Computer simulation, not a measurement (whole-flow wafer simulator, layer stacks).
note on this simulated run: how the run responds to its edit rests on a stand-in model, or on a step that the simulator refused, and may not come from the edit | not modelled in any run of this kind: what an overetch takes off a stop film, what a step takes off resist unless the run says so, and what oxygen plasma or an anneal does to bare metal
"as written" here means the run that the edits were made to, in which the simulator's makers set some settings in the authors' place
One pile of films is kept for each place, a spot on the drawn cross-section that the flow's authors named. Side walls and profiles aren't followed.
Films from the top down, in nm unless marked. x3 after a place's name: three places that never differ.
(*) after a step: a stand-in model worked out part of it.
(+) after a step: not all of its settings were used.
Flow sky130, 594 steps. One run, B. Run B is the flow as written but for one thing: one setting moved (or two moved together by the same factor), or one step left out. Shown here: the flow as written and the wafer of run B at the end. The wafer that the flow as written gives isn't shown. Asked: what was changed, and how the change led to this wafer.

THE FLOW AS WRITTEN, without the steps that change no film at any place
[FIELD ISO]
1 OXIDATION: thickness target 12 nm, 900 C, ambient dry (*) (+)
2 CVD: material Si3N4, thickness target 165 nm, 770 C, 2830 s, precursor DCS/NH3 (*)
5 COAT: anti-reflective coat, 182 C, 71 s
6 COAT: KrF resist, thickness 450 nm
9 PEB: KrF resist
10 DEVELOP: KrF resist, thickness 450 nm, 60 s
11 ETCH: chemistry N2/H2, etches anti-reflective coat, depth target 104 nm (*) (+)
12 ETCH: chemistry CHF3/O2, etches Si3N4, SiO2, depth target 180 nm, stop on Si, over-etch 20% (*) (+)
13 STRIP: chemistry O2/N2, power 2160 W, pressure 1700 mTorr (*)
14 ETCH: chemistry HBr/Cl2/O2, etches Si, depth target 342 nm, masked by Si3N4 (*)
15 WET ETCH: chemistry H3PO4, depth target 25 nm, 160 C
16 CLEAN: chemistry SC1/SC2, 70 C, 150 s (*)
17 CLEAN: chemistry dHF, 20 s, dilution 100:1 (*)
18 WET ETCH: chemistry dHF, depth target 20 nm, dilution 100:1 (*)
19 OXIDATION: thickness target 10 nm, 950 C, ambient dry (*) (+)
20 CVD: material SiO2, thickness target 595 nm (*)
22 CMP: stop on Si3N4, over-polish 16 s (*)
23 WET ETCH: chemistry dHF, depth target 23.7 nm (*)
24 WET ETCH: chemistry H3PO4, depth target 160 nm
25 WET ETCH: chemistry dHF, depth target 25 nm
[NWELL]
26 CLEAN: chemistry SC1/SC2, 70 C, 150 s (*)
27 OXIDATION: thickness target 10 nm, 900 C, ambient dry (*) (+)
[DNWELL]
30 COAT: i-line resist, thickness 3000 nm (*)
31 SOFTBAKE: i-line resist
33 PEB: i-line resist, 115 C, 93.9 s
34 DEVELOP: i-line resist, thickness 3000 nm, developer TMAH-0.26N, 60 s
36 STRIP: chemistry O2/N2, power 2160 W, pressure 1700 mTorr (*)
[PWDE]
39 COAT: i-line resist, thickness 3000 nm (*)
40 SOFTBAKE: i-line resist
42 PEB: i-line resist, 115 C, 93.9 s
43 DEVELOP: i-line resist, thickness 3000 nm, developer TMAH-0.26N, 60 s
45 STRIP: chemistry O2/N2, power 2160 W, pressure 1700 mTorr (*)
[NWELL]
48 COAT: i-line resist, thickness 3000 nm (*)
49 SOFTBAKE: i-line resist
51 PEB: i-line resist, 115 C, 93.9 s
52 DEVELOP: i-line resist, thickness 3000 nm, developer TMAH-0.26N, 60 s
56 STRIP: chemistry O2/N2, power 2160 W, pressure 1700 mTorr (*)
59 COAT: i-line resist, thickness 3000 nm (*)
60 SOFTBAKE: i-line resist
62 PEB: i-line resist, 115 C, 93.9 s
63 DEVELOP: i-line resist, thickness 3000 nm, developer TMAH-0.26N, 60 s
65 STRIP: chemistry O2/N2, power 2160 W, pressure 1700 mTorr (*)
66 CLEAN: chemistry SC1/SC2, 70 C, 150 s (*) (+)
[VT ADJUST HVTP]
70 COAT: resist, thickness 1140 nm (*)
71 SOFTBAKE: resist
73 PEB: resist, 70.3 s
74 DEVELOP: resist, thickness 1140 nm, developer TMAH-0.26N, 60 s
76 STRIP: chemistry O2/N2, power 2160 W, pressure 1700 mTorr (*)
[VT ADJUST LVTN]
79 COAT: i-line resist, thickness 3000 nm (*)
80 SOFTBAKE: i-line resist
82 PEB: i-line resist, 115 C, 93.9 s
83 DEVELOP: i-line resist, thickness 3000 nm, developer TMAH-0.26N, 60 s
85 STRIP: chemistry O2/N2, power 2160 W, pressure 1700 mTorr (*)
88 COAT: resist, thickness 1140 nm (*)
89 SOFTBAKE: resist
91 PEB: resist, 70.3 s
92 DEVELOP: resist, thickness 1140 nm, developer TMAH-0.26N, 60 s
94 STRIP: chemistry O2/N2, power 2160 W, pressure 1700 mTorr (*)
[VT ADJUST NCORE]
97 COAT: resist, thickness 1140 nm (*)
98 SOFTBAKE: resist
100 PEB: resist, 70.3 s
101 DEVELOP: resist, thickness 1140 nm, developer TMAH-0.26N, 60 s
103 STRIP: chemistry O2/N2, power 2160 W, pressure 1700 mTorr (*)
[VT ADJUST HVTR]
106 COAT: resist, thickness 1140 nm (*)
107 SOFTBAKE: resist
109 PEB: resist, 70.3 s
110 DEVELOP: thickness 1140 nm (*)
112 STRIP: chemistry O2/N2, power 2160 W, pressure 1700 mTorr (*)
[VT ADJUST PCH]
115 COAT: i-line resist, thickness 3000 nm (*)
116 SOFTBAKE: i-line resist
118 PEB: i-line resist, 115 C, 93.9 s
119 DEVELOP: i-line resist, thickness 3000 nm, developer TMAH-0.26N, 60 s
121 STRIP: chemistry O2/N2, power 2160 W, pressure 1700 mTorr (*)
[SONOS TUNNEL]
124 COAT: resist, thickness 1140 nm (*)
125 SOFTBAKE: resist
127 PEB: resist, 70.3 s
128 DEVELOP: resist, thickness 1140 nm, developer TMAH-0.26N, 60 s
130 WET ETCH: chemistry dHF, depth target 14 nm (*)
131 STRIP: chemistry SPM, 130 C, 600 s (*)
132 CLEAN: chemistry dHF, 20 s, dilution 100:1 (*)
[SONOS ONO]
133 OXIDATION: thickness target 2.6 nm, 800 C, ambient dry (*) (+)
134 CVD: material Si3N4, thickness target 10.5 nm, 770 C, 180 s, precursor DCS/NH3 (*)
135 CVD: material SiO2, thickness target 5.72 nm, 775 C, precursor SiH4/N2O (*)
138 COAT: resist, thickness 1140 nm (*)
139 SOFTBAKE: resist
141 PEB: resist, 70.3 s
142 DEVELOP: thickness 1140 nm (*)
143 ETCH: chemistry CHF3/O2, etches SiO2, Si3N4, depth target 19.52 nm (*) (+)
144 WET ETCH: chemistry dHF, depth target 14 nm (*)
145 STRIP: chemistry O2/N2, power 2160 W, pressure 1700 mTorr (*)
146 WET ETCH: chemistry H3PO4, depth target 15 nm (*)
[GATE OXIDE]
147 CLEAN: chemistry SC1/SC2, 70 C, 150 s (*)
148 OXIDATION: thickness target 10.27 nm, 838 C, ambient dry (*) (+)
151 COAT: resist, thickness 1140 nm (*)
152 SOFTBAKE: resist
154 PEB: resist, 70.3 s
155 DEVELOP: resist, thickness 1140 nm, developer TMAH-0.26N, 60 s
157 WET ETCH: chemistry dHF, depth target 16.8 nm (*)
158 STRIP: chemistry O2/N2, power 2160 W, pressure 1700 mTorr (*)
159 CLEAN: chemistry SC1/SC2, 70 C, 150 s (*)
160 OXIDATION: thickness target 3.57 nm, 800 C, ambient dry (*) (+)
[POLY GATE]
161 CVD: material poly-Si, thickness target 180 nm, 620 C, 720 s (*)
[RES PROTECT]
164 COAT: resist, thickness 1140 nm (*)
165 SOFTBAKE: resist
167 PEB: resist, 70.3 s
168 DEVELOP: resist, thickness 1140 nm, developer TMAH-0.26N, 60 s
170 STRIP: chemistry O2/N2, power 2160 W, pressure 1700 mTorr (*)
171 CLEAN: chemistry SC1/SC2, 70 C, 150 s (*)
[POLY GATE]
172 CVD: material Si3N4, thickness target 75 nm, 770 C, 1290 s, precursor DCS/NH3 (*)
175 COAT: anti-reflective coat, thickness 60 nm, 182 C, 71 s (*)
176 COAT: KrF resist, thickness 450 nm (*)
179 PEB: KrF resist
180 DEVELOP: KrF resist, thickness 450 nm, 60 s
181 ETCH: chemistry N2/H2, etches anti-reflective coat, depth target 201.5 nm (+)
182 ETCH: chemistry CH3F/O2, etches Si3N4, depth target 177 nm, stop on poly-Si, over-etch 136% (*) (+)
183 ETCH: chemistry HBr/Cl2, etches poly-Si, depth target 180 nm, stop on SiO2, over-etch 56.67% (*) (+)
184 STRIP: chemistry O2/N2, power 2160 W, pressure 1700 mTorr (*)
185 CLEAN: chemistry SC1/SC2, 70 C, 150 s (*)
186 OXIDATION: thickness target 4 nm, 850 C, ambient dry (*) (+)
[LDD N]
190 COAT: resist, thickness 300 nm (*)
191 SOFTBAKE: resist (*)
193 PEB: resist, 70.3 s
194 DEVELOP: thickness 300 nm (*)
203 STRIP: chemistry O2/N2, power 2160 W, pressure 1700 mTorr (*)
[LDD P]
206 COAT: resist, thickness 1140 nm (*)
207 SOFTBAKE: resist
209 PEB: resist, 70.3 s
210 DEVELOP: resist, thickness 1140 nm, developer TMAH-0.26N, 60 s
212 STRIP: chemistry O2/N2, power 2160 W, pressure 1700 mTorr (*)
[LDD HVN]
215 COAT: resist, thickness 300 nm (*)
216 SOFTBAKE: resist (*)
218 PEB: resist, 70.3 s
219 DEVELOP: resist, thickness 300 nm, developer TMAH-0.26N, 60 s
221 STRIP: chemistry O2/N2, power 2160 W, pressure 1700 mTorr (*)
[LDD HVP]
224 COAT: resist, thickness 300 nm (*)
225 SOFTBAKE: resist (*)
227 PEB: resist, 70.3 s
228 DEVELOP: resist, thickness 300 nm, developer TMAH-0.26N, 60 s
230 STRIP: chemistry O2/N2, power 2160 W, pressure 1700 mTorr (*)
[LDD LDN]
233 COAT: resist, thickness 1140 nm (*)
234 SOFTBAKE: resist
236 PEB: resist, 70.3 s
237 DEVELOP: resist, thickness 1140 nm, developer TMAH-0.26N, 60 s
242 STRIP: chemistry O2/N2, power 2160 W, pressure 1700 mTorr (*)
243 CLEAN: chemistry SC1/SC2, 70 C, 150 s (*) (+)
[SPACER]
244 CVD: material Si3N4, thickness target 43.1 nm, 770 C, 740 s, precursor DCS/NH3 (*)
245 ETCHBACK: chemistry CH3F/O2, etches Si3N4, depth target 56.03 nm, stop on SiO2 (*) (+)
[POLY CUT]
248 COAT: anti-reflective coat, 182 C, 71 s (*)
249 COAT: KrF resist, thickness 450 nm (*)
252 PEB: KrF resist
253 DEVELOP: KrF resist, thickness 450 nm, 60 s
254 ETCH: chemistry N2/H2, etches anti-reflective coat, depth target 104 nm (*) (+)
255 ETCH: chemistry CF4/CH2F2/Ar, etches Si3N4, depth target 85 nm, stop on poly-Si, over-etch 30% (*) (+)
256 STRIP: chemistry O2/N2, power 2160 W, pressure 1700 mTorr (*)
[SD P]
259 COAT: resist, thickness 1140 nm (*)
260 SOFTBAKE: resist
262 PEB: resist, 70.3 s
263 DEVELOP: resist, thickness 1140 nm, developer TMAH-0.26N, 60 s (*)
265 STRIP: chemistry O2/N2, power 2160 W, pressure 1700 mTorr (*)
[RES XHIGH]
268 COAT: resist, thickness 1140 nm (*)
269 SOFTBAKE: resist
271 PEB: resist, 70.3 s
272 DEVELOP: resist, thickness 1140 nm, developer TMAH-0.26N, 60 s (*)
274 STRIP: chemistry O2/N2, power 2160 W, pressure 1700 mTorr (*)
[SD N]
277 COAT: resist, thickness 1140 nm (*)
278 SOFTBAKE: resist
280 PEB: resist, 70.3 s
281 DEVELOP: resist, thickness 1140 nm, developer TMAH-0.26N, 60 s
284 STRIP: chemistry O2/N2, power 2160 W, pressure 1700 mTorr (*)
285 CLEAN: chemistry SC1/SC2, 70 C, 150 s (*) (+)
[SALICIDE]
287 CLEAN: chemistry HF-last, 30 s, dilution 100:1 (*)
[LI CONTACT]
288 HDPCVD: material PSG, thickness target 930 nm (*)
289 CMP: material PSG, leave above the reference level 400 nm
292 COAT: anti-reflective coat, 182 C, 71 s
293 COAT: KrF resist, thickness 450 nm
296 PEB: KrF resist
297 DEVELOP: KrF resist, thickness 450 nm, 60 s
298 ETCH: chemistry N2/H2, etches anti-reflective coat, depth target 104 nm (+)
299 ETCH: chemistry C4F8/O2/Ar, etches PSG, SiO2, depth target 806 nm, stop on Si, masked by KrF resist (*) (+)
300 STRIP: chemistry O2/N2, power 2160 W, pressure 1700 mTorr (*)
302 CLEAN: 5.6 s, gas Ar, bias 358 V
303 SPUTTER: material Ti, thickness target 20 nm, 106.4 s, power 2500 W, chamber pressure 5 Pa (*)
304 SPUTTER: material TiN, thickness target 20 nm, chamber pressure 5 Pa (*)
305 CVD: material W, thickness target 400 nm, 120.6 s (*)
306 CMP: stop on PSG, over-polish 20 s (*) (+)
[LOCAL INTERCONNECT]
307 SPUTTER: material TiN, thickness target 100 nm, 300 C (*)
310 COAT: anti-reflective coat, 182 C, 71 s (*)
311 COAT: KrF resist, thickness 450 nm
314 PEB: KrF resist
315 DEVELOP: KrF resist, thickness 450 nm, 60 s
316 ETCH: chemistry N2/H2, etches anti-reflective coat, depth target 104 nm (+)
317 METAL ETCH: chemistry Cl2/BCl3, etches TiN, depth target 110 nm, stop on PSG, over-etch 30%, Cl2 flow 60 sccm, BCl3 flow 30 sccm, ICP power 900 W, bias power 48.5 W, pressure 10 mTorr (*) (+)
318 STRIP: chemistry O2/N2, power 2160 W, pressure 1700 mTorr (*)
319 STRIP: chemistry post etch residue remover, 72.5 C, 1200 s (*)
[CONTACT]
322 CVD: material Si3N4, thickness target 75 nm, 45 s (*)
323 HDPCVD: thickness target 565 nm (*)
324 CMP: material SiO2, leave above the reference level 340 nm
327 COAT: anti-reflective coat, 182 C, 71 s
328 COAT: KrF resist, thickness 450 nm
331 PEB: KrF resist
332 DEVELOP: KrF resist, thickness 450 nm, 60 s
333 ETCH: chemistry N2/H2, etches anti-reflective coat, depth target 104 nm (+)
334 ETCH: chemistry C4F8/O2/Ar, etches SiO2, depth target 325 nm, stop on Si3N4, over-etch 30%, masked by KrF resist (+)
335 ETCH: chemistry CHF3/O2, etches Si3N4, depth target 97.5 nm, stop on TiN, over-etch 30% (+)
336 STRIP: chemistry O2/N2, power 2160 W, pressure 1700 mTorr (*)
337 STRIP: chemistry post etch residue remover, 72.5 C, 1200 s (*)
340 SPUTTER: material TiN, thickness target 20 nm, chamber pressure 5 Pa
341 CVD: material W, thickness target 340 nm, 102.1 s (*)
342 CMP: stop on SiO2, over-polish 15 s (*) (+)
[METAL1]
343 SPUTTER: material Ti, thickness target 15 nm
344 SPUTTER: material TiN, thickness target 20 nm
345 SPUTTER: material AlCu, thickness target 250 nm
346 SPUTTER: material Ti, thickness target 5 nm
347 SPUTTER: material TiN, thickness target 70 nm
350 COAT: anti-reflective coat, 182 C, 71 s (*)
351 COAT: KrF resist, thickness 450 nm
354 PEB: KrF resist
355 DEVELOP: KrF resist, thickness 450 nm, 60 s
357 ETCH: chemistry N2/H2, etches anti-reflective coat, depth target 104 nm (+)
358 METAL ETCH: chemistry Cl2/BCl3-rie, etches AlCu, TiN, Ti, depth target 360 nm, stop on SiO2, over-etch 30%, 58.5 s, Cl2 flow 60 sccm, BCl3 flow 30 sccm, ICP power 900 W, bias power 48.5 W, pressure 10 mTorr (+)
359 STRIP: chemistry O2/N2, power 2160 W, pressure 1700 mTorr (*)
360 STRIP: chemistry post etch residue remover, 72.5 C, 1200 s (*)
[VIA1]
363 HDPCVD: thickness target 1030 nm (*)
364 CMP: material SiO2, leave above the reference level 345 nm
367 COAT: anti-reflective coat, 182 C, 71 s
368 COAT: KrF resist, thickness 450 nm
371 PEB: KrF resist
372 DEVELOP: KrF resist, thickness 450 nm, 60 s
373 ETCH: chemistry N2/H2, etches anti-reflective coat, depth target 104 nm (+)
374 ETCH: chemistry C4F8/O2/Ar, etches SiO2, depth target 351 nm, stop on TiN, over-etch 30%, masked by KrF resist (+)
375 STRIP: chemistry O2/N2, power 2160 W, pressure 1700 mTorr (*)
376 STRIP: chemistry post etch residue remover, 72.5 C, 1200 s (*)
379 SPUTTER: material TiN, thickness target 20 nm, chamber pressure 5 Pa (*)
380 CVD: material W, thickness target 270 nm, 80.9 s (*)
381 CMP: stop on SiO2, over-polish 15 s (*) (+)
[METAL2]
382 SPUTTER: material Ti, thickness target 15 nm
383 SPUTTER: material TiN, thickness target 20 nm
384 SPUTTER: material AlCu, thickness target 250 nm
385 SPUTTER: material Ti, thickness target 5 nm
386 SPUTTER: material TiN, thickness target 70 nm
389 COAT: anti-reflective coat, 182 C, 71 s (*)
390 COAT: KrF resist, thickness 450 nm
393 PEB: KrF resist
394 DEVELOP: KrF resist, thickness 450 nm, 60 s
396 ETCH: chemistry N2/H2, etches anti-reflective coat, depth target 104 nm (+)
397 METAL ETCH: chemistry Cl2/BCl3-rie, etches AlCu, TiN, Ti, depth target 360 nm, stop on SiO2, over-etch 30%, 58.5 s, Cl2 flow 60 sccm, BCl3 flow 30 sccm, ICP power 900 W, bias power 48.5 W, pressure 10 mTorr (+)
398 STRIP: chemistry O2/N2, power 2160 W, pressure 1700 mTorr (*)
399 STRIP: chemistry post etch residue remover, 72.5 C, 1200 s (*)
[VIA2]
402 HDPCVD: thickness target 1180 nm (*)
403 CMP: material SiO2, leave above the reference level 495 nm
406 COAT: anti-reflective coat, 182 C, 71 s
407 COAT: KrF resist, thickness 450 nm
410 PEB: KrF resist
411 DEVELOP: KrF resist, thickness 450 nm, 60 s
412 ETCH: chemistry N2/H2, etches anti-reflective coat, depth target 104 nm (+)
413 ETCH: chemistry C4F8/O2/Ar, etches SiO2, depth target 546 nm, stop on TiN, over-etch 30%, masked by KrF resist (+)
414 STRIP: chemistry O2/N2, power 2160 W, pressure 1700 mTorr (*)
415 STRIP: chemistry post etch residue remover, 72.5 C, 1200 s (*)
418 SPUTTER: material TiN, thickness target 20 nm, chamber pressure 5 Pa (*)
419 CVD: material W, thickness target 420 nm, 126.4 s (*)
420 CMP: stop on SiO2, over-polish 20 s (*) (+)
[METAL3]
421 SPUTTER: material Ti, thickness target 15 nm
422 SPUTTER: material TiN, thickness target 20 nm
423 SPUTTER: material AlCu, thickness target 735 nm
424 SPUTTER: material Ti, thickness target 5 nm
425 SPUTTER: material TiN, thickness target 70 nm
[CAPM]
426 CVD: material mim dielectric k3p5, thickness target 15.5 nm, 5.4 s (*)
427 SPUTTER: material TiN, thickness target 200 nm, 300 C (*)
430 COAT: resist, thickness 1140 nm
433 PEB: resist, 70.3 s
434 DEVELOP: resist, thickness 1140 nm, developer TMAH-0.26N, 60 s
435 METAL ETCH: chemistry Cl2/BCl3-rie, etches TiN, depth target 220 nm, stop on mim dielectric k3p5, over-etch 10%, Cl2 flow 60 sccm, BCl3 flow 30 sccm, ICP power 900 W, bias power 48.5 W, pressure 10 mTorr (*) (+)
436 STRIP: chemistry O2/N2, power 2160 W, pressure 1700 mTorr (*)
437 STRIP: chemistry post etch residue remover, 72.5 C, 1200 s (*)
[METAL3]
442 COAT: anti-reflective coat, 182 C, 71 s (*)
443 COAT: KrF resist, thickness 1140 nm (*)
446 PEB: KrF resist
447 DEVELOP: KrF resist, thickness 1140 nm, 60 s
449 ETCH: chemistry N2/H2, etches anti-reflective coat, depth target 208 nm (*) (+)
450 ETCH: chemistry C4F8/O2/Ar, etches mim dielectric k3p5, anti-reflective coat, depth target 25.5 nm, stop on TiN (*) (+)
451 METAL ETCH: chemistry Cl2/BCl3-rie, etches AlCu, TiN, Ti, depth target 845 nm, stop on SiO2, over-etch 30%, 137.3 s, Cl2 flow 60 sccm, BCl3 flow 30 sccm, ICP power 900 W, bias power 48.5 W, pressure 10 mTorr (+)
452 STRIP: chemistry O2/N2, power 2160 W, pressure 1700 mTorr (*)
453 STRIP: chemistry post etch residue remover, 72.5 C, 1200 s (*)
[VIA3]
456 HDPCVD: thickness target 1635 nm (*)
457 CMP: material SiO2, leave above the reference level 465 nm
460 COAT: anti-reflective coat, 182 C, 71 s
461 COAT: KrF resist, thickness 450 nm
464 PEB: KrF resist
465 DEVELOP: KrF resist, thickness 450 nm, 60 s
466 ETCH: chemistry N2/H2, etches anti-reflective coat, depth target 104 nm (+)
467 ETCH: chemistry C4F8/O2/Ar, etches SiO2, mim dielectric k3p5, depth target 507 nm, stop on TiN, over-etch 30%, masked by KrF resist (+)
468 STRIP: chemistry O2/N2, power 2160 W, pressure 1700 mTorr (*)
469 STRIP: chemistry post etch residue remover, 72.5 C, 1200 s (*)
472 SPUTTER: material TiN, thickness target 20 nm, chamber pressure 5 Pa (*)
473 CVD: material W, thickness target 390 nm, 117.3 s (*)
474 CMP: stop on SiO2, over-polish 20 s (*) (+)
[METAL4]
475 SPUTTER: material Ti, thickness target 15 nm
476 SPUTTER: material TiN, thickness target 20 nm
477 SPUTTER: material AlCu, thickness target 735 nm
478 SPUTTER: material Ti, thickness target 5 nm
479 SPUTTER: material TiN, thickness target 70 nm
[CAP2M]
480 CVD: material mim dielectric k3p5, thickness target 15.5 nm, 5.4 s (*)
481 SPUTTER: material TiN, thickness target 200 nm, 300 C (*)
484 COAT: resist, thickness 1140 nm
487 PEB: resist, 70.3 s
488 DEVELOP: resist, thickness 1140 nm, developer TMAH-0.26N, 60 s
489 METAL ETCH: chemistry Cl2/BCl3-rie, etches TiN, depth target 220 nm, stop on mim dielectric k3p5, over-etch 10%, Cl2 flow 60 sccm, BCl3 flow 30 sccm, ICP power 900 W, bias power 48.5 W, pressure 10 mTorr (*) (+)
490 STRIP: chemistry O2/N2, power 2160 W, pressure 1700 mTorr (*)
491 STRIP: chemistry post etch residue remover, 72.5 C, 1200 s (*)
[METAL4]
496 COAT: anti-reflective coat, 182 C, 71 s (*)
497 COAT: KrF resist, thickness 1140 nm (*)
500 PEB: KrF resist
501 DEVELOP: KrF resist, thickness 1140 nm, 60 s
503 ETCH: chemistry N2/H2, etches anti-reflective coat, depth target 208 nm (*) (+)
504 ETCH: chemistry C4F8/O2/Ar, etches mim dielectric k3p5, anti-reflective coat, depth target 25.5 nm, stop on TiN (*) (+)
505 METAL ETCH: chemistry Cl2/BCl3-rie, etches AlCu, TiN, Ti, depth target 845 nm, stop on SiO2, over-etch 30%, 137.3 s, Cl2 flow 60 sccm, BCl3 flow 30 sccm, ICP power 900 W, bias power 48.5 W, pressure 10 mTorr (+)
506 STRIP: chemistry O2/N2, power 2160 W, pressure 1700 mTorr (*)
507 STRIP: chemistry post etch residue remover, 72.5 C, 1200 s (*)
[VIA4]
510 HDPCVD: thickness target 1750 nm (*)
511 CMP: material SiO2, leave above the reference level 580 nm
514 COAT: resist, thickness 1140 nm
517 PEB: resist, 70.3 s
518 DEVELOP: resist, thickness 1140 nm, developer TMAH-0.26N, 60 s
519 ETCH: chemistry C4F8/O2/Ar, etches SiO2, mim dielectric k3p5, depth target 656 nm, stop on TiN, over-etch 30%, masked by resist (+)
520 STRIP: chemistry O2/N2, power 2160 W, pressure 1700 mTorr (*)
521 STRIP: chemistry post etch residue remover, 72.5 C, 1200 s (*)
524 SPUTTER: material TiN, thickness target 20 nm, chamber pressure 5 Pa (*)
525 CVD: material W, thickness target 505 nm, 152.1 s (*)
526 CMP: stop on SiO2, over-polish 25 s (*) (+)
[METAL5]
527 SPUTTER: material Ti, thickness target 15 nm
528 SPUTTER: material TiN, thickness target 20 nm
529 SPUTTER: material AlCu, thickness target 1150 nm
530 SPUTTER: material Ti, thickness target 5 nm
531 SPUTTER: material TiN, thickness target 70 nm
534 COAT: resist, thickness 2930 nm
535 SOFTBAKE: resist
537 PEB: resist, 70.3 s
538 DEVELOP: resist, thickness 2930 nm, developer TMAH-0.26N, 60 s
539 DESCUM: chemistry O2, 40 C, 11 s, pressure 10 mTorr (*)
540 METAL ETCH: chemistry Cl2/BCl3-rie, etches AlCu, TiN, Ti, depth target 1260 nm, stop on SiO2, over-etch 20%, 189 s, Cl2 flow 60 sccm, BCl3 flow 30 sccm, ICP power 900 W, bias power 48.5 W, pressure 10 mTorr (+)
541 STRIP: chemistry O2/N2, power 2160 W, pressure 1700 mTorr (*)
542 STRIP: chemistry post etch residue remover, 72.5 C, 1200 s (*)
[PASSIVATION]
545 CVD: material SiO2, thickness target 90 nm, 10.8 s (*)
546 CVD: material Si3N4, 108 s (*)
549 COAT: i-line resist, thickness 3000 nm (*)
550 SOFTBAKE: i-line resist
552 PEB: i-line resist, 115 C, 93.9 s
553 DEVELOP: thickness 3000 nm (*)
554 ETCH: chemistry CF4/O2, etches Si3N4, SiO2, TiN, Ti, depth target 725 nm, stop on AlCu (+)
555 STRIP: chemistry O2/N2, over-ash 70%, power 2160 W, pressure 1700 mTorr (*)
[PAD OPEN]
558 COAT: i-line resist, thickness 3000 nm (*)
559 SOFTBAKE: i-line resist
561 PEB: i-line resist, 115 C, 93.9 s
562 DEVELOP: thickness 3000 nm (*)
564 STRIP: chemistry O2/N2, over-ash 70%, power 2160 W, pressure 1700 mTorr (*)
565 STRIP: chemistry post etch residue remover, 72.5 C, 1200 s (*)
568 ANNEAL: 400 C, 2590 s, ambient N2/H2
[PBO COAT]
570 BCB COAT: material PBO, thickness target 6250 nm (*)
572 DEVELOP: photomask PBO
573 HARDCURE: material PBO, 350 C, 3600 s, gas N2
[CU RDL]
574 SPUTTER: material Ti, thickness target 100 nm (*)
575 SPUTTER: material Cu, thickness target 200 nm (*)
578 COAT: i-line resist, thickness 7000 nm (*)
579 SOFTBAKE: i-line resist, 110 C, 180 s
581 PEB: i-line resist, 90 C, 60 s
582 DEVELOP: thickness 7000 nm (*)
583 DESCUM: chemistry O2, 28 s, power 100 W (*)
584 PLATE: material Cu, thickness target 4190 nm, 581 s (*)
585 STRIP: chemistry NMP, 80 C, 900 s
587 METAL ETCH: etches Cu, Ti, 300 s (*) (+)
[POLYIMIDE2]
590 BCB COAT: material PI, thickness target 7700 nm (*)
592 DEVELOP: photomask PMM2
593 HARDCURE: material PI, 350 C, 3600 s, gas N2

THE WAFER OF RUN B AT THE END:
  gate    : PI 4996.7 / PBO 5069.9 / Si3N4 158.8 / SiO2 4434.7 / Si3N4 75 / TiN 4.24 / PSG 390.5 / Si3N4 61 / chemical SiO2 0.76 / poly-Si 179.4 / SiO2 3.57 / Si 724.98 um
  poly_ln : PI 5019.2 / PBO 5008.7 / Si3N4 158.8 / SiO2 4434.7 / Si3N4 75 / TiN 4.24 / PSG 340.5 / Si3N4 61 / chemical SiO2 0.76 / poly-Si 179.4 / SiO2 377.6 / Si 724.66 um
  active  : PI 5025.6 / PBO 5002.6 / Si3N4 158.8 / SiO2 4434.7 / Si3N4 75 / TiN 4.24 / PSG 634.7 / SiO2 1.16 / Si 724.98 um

The cause: step 316, ETCH: depth target 69.7 nm was run, where the flow has depth target 104 nm.

How the change led to this, step by step:
  316 ETCH: chemistry N2/H2, etches anti-reflective coat, depth target 104 nm (+)
      field, active, gate and 87 more: anti-reflective coat -69.7 (as written it would be: anti-reflective coat -80 (all of it), TiN -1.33)
      rpo_hd: anti-reflective coat -69.7 (as written it would be: anti-reflective coat -80 (all of it), TiN -1.34)
      (and at 100 more places)
  317 METAL ETCH: chemistry Cl2/BCl3, etches TiN, depth target 110 nm, stop on PSG, over-etch 30%, Cl2 flow 60 sccm, BCl3 flow 30 sccm, ICP power 900 W, bias power 48.5 W, pressure 10 mTorr (*) (+)
      field, active, gate and 84 more: anti-reflective coat -10.3 (all of it), TiN -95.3 (as written it would be: TiN -98.7 (all of it))
      rpo_hd, rpm_encl, rpm_encl_psd, iso_guard_nsd_tip: anti-reflective coat -10.3 (all of it), TiN -95.4 (as written it would be: TiN -98.7 (all of it))
  318 STRIP: chemistry O2/N2, power 2160 W, pressure 1700 mTorr (*)
      n_well, p_well, gate_hv and 93 more: KrF resist -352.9 (all of it), anti-reflective coat -80 (all of it) (as written it would be: KrF resist -333.8 (all of it), anti-reflective coat -80 (all of it))
      poly_licon, ndiff_licon, ndiff_licon_cpp, rpo_hd_licon: KrF resist -352.9 (all of it), anti-reflective coat -80.5 (all of it) (as written it would be: KrF resist -333.9 (all of it), anti-reflective coat -80.5 (all of it))
  324 CMP: material SiO2, leave above the reference level 340 nm
      field, active, gate and 84 more: SiO2 -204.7 (as written it would be: SiO2 -200.4)
      rpo_hd, rpm_encl, rpm_encl_psd, iso_guard_nsd_tip: SiO2 -204.6 (as written it would be: SiO2 -200.4)
Counting metal films that touch as one body, gate has 1 body; the flow as written gives 0 bodies.
Counting metal films that touch as one body, poly_ln has 1 body; the flow as written gives 0 bodies.
Counting metal films that touch as one body, active has 1 body; the flow as written gives 0 bodies.
